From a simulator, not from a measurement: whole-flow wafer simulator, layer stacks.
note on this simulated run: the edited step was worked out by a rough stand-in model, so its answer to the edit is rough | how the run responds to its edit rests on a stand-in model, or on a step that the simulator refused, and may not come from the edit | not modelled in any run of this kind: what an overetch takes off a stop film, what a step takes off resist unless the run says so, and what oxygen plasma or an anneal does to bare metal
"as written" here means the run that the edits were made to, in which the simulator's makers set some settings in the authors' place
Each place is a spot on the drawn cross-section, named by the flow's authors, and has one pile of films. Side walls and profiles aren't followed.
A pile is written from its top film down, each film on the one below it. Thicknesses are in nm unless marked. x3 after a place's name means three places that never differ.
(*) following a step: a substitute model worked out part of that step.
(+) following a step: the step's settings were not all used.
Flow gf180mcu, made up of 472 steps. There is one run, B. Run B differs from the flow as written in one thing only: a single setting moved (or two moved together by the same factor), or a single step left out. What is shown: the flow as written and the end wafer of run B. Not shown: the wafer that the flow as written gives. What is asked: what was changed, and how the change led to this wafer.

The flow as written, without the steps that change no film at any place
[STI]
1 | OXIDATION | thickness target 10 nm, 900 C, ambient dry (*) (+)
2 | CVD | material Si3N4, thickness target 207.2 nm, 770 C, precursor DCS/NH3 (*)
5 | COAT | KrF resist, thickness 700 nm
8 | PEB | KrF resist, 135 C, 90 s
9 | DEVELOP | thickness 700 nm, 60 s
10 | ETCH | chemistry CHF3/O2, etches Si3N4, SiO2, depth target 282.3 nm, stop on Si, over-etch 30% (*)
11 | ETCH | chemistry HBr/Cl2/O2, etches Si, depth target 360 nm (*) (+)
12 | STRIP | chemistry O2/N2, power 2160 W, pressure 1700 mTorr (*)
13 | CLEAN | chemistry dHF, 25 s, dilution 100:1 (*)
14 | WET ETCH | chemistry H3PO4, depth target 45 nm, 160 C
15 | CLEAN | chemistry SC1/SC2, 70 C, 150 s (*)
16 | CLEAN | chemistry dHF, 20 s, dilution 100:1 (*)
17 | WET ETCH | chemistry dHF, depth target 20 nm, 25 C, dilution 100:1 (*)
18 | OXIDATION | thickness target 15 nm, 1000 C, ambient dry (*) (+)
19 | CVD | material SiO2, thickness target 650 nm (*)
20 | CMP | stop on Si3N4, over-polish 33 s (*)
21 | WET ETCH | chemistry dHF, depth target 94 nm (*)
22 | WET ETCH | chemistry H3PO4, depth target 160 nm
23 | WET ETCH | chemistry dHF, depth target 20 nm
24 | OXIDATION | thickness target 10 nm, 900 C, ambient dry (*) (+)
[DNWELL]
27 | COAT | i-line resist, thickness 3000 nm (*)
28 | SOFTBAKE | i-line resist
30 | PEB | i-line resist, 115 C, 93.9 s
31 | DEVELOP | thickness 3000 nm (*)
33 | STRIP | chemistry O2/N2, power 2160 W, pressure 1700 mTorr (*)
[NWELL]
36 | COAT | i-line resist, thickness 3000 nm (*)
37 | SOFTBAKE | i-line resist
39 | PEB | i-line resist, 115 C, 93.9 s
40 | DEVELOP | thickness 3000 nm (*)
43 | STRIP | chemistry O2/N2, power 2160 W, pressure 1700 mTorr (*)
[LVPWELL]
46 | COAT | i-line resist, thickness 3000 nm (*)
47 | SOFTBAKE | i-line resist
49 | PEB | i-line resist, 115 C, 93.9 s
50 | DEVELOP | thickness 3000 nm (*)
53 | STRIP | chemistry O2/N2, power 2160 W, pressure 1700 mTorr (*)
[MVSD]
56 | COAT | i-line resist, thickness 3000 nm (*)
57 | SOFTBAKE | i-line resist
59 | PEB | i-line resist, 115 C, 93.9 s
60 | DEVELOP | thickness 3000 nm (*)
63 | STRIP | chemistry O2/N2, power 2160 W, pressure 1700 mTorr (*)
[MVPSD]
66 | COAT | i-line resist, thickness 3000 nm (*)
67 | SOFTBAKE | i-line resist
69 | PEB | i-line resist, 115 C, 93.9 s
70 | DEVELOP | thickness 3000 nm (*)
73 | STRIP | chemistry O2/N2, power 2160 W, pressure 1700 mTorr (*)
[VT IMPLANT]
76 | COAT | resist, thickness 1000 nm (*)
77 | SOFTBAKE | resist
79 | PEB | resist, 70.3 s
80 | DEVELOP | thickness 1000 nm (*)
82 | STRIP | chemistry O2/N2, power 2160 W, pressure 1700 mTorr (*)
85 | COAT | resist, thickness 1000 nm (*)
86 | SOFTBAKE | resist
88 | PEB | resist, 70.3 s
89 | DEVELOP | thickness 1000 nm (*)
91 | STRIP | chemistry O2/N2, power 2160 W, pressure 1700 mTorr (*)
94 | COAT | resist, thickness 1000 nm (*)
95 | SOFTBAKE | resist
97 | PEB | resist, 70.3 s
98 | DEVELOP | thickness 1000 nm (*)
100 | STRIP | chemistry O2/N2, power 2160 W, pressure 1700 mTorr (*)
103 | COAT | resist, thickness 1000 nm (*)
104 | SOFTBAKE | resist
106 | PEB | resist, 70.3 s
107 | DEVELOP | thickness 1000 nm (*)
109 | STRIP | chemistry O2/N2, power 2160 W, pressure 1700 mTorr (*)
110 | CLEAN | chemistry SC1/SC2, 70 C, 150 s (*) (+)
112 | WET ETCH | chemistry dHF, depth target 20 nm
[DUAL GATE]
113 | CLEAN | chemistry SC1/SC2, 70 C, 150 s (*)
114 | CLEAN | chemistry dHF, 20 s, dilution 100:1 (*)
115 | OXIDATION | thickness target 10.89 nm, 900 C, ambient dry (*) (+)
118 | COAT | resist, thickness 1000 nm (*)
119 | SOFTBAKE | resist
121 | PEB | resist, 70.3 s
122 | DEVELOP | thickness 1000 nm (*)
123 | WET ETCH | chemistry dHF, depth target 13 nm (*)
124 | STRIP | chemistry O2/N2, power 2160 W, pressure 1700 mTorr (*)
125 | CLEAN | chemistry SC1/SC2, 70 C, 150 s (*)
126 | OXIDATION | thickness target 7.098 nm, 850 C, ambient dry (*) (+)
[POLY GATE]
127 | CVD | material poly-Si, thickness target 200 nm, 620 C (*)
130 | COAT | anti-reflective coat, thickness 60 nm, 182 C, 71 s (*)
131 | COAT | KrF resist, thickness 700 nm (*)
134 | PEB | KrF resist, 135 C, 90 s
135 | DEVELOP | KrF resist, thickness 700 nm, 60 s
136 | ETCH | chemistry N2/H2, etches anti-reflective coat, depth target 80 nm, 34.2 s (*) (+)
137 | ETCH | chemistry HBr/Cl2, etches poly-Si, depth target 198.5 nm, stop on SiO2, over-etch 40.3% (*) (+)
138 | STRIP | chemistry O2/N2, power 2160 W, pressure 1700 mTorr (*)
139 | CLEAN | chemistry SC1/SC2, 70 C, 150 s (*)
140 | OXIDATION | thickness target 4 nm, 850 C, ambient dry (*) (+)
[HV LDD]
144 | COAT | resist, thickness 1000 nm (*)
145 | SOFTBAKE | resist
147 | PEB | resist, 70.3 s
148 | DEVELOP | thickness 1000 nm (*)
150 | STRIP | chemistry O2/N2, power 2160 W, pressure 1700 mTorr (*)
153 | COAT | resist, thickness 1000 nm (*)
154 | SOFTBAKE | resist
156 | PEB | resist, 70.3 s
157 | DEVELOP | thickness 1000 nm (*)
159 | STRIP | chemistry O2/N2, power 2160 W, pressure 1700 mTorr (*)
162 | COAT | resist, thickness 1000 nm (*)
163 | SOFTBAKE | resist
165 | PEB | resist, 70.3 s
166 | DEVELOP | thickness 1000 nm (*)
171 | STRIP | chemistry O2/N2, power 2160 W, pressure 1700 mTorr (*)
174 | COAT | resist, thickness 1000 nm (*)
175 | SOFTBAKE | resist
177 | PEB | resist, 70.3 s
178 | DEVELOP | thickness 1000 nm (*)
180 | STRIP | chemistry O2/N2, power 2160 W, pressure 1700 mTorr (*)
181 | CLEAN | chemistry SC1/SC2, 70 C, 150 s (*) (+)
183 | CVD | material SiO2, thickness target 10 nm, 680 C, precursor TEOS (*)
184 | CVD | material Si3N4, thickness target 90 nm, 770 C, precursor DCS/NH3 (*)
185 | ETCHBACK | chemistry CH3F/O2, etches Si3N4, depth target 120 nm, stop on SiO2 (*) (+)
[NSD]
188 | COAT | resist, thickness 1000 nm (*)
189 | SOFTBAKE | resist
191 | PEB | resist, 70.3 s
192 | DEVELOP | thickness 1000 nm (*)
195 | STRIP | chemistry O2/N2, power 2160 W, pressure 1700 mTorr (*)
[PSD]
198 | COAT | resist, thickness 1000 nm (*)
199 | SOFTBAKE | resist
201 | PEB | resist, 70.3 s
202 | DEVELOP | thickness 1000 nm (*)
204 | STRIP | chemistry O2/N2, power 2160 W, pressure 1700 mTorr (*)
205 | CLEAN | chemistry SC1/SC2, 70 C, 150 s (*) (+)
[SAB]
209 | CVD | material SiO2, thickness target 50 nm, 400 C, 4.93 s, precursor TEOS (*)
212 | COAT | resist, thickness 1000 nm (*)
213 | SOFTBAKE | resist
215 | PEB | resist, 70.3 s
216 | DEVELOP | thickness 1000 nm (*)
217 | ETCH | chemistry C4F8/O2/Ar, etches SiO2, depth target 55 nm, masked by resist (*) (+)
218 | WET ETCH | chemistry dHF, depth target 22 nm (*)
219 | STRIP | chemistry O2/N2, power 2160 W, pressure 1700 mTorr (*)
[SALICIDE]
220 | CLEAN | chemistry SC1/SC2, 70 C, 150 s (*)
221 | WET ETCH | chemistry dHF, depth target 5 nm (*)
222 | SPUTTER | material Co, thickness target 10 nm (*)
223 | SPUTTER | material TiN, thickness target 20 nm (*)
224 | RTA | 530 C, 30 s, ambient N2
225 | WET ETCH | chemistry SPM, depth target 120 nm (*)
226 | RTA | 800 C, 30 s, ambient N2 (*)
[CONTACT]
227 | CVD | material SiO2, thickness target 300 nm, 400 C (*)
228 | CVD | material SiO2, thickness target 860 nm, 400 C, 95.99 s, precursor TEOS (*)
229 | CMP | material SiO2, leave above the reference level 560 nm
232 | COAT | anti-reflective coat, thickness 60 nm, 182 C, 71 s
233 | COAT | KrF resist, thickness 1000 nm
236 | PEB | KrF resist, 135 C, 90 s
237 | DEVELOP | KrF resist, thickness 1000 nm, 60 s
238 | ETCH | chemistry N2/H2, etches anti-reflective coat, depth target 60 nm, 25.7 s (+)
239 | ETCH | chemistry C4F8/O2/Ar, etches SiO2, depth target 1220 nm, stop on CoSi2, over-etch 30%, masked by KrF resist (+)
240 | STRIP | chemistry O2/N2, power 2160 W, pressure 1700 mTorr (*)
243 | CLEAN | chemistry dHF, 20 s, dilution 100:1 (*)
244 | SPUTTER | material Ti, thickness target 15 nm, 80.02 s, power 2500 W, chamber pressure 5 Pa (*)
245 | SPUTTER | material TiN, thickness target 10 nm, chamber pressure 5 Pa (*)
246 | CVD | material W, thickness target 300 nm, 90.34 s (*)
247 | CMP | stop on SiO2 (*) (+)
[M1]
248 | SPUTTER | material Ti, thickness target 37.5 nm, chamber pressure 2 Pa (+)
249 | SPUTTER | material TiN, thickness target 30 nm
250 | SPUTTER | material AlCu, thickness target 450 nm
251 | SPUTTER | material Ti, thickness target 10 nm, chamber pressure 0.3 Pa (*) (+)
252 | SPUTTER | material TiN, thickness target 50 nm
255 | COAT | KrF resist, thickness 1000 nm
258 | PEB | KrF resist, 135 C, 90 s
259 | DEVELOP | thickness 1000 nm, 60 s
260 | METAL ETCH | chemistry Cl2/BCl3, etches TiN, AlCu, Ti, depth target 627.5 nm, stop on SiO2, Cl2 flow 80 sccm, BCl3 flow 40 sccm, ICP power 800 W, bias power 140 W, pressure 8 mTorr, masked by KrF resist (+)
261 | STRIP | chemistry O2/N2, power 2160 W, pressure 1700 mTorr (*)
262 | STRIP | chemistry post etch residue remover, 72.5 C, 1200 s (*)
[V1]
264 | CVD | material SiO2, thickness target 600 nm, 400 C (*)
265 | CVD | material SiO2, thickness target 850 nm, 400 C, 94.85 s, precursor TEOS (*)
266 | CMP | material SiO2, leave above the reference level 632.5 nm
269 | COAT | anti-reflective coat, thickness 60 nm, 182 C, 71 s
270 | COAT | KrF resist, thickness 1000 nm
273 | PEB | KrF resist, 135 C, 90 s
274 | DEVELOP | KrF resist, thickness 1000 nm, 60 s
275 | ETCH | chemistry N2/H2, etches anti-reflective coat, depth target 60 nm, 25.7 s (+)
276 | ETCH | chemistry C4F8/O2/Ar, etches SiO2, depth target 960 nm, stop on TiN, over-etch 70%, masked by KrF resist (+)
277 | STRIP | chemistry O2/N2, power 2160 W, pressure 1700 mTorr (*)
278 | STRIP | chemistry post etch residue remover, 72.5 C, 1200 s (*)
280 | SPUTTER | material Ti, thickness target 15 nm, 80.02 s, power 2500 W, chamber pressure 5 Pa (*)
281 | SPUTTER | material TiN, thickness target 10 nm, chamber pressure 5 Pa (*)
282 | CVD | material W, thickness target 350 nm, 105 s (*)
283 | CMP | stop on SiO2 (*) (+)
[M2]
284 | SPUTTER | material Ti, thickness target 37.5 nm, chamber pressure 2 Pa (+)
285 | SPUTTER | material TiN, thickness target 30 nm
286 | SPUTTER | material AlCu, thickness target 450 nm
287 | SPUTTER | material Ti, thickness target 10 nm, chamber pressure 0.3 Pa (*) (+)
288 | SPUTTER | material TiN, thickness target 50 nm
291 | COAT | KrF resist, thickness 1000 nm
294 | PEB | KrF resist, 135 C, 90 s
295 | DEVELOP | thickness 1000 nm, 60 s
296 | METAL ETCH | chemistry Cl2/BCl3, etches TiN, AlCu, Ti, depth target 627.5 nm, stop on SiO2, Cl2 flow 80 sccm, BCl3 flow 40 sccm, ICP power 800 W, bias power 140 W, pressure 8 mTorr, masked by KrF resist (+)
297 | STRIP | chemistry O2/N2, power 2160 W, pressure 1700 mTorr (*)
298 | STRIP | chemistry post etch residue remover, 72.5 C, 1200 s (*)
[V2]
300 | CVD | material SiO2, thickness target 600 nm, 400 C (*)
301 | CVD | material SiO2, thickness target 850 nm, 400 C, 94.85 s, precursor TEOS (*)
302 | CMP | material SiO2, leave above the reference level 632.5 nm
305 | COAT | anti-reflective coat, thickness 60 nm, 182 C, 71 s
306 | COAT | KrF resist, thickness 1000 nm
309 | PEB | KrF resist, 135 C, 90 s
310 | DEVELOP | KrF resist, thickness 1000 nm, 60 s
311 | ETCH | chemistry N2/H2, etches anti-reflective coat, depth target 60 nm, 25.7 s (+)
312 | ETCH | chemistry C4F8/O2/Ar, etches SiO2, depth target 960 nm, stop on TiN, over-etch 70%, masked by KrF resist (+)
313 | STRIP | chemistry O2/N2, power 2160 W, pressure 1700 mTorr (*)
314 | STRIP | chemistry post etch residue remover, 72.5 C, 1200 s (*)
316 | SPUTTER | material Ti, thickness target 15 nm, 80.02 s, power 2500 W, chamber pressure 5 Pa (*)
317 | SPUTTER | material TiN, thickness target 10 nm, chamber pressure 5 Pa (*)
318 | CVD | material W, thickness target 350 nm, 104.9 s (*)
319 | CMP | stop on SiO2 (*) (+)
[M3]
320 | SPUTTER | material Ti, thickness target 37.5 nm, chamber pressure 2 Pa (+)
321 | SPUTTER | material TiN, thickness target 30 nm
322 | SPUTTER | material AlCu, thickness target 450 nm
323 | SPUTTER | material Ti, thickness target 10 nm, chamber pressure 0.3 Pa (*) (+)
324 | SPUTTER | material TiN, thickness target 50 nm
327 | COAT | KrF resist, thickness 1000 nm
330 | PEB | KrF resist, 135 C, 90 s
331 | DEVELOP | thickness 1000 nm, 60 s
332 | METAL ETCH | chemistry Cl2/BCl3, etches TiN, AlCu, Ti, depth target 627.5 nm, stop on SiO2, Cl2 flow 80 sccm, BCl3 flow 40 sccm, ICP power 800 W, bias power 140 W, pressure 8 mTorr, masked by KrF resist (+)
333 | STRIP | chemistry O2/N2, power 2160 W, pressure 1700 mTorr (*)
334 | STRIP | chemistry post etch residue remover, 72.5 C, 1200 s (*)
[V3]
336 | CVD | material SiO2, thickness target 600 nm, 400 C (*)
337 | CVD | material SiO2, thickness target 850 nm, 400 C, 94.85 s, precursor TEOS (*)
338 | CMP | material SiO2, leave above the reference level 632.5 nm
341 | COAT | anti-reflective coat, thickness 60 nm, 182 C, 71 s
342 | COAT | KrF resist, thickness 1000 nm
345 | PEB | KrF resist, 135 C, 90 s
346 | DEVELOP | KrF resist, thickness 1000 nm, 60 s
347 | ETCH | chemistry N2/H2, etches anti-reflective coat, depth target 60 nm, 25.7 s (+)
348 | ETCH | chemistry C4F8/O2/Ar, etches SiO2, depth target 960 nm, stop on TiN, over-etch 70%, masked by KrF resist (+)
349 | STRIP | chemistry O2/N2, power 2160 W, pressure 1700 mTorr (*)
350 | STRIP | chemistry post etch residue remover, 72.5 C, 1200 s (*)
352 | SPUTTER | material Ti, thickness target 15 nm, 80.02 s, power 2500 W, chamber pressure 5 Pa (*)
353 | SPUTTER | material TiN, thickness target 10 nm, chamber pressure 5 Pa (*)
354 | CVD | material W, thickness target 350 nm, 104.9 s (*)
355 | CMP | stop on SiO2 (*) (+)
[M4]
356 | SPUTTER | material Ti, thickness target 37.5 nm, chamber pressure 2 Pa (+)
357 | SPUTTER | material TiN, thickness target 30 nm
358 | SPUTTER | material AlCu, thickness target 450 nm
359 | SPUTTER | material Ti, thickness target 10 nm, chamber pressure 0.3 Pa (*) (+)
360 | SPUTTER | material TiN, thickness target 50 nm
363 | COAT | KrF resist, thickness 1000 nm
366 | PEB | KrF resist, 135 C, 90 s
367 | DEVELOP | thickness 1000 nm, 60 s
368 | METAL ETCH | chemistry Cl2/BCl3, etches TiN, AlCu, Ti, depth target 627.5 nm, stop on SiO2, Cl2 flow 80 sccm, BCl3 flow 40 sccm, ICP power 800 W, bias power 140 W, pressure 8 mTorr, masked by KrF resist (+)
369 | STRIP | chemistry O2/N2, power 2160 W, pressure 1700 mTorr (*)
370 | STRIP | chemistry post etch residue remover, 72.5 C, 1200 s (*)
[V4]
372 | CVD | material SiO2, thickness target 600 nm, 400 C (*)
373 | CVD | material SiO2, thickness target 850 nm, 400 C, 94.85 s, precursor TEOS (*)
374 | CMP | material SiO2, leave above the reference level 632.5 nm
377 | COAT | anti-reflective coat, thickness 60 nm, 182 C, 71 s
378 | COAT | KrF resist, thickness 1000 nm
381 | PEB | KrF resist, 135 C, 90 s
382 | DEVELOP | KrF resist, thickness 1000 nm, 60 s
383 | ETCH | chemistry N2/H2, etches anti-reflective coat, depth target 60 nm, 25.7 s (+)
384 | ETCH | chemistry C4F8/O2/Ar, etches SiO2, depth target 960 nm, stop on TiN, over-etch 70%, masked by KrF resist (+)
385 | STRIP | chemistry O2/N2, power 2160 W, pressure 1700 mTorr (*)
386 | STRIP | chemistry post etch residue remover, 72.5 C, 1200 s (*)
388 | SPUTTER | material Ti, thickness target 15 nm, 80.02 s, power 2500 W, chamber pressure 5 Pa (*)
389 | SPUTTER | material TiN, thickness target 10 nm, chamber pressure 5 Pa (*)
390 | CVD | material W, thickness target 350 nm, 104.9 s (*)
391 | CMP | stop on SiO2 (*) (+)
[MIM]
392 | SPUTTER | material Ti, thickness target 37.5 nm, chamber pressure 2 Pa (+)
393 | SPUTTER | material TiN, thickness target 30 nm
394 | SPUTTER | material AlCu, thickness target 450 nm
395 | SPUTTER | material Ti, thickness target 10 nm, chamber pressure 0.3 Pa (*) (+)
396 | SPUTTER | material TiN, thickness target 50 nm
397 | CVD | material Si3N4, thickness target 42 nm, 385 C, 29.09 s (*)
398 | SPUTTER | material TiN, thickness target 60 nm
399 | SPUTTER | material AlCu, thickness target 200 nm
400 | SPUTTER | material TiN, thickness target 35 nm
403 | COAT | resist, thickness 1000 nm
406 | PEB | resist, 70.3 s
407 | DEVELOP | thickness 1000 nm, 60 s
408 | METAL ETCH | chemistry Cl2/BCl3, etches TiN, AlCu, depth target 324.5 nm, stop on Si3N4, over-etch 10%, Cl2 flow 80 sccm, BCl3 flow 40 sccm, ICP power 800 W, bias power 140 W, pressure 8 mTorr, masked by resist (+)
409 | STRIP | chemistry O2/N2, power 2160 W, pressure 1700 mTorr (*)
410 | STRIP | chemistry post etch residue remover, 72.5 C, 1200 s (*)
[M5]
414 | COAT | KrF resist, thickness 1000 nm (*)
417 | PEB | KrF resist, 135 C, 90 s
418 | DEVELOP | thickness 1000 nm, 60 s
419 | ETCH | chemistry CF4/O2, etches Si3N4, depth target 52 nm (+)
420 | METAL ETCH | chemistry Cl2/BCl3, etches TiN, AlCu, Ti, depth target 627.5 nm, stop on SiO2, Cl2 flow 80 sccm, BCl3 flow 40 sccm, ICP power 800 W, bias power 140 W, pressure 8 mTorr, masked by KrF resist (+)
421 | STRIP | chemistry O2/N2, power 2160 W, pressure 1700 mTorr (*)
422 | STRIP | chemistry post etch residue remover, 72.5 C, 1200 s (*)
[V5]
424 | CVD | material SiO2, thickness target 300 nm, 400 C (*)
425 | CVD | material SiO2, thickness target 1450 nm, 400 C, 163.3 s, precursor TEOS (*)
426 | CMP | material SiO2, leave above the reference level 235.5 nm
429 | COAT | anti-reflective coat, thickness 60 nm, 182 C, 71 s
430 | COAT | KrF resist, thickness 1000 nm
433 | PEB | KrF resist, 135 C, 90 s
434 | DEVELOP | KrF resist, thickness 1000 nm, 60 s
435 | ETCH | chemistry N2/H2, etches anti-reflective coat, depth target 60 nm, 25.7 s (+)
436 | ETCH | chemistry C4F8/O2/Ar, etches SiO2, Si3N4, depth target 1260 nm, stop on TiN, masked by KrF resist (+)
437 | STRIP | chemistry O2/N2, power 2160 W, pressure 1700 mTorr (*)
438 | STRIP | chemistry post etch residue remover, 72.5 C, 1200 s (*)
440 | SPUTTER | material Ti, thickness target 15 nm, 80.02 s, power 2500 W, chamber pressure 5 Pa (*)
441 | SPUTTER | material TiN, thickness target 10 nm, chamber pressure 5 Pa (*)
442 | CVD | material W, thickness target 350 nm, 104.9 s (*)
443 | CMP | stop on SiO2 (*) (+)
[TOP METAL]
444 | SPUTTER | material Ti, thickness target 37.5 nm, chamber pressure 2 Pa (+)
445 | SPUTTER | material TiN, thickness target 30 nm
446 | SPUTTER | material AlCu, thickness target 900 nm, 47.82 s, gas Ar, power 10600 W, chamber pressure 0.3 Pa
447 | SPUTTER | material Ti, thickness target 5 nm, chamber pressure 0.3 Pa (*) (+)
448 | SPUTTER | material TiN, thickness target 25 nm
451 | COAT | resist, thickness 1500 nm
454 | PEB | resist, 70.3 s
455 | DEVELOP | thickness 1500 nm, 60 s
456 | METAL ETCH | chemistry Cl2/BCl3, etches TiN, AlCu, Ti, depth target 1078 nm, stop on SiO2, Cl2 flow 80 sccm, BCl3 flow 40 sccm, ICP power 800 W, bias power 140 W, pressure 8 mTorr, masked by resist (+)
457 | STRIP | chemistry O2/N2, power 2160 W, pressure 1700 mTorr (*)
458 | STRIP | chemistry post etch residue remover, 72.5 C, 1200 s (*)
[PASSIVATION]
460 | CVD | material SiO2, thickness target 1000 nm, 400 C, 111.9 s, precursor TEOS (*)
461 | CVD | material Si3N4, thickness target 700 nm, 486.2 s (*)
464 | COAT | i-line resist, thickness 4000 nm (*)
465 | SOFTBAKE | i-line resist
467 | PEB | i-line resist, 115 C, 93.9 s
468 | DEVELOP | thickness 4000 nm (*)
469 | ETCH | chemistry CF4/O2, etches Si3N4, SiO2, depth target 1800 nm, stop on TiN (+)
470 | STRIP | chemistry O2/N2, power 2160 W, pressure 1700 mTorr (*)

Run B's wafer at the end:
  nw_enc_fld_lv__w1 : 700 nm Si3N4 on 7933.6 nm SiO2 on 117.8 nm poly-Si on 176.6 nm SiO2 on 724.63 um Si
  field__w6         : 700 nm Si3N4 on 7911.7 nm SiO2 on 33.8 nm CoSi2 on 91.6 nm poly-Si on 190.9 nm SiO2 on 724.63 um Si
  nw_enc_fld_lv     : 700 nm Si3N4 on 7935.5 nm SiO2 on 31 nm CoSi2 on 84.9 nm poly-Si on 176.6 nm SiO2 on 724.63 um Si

The reason: step 19, CVD: thickness target 318 nm was run, whereas the flow has thickness target 650 nm.

The path from the change to this, step by step:
  19 | CVD | material SiO2, thickness target 650 nm (*)
      active, n_well, p_well and 40 more: SiO2 gains 318 (new film) (in the flow as written it would be: SiO2 gains 650 (new film))
      field, field_sub, sti and 23 more: SiO2 gains 318 (in the flow as written it would be: SiO2 gains 650)
      (and at 11 other places as well)
  20 | CMP | stop on Si3N4, over-polish 33 s (*)
      sti, mim_1p0, pad and 11 more: nothing (in the flow as written it would be: SiO2 loses 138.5)
      nw_enc_fld, nw_enc_fld_lv: nothing (in the flow as written it would be: SiO2 loses 142.5)
      (and at 64 other places as well)
  24 | OXIDATION | thickness target 10 nm, 900 C, ambient dry (*) (+)
      sti, m1, mim_1p0 and 14 more: SiO2 gains 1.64, Si loses 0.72 (in the flow as written it would be: SiO2 gains 1.02, Si loses 0.45)
      field_sub, npoly_u, ppoly_u, ppoly_sal, m1_nw: SiO2 gains 1.64, Si loses 0.72 (in the flow as written it would be: SiO2 gains 1.03, Si loses 0.45)
      (and at 5 other places as well)
  27 | COAT | i-line resist, thickness 3000 nm (*)
      p_well, spacer, sd_n: i-line resist gains 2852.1 (new film) (in the flow as written it would be: i-line resist gains 3034 (new film))
      field: i-line resist gains 3080.2 (new film) (in the flow as written it would be: i-line resist gains 2988.2 (new film))
      (and at 59 other places as well)
  28 | SOFTBAKE | i-line resist
      field: i-line resist loses 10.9 (in the flow as written it would be: i-line resist gains 2.45)
      field_sub: i-line resist loses 7.09 (in the flow as written it would be: i-line resist gains 1.87)
      (and at 73 other places as well)
  30 | PEB | i-line resist, 115 C, 93.9 s
      active_nat, gate_nat, ld_sd_n and 6 more: i-line resist loses 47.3 (in the flow as written it would be: i-line resist loses 49)
      iso_ptap_sub, ldn_ch, ldn_acc and 6 more: i-line resist loses 46.9 (in the flow as written it would be: i-line resist loses 49.2)
      (and at 44 other places as well)
  31 | DEVELOP | thickness 3000 nm (*)
      field_sub__w2: i-line resist loses 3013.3 (all of it) (in the flow as written it would be: i-line resist loses 2938.2 (all of it))
      field_sub__w3: i-line resist loses 3018.4 (all of it) (in the flow as written it would be: i-line resist loses 2938.3 (all of it))
      (and at 16 other places as well)
  33 | STRIP | chemistry O2/N2, power 2160 W, pressure 1700 mTorr (*)
      p_well, spacer, sd_n: i-line resist loses 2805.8 (all of it) (in the flow as written it would be: i-line resist loses 2984.7 (all of it))
      iso_ntap_nw, vpnp_e: i-line resist loses 2812.5 (all of it) (in the flow as written it would be: i-line resist loses 2984.6 (all of it))
      (and at 39 other places as well)
  36 | COAT | i-line resist, thickness 3000 nm (*)
      p_well, spacer, sd_n: i-line resist gains 2852.1 (new film) (in the flow as written it would be: i-line resist gains 3034 (new film))
      field: i-line resist gains 3080.2 (new film) (in the flow as written it would be: i-line resist gains 2988.2 (new film))
      (and at 59 other places as well)
  37 | SOFTBAKE | i-line resist
      field: i-line resist loses 10.9 (in the flow as written it would be: i-line resist gains 2.45)
      field_sub: i-line resist loses 7.09 (in the flow as written it would be: i-line resist gains 1.87)
      (and at 73 other places as well)
  39 | PEB | i-line resist, 115 C, 93.9 s
      active_nat, gate_nat, ld_sd_n and 6 more: i-line resist loses 47.3 (in the flow as written it would be: i-line resist loses 49)
      iso_ptap_sub, ldn_ch, ldn_acc and 6 more: i-line resist loses 46.9 (in the flow as written it would be: i-line resist loses 49.2)
      (and at 44 other places as well)
  40 | DEVELOP | thickness 3000 nm (*)
      iso_ntap_nw, vpnp_e: i-line resist loses 2812.5 (all of it) (in the flow as written it would be: i-line resist loses 2984.6 (all of it))
      n_well: i-line resist loses 2861.4 (all of it) (in the flow as written it would be: i-line resist loses 2973.2 (all of it))
      (and at 13 other places as well)
  43 | STRIP | chemistry O2/N2, power 2160 W, pressure 1700 mTorr (*)
      p_well, spacer, sd_n: i-line resist loses 2805.8 (all of it) (in the flow as written it would be: i-line resist loses 2984.7 (all of it))
      field: i-line resist loses 3019.5 (all of it) (in the flow as written it would be: i-line resist loses 2942.1 (all of it))
      (and at 42 other places as well)
  46 | COAT | i-line resist, thickness 3000 nm (*)
      p_well, spacer, sd_n: i-line resist gains 2852.1 (new film) (in the flow as written it would be: i-line resist gains 3034 (new film))
      field: i-line resist gains 3080.2 (new film) (in the flow as written it would be: i-line resist gains 2988.2 (new film))
      (and at 59 other places as well)
  47 | SOFTBAKE | i-line resist
      field: i-line resist loses 10.9 (in the flow as written it would be: i-line resist gains 2.45)
      field_sub: i-line resist loses 7.09 (in the flow as written it would be: i-line resist gains 1.87)
      (and at 73 other places as well)
  49 | PEB | i-line resist, 115 C, 93.9 s
      active_nat, gate_nat, ld_sd_n and 6 more: i-line resist loses 47.3 (in the flow as written it would be: i-line resist loses 49)
      iso_ptap_sub, ldn_ch, ldn_acc and 6 more: i-line resist loses 46.9 (in the flow as written it would be: i-line resist loses 49.2)
      (and at 44 other places as well)
  ... 95 other steps ...
  246 | CVD | material W, thickness target 300 nm, 90.34 s (*)
      polyc_n, polyc_p: W gains 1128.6 (new film) (in the flow as written it would be: W gains 936.1 (new film))
With metal films that touch counted as one body, field__w6 has 1 body; the flow as written gives 0 bodies.
With metal films that touch counted as one body, nw_enc_fld_lv has 1 body; the flow as written gives 0 bodies.
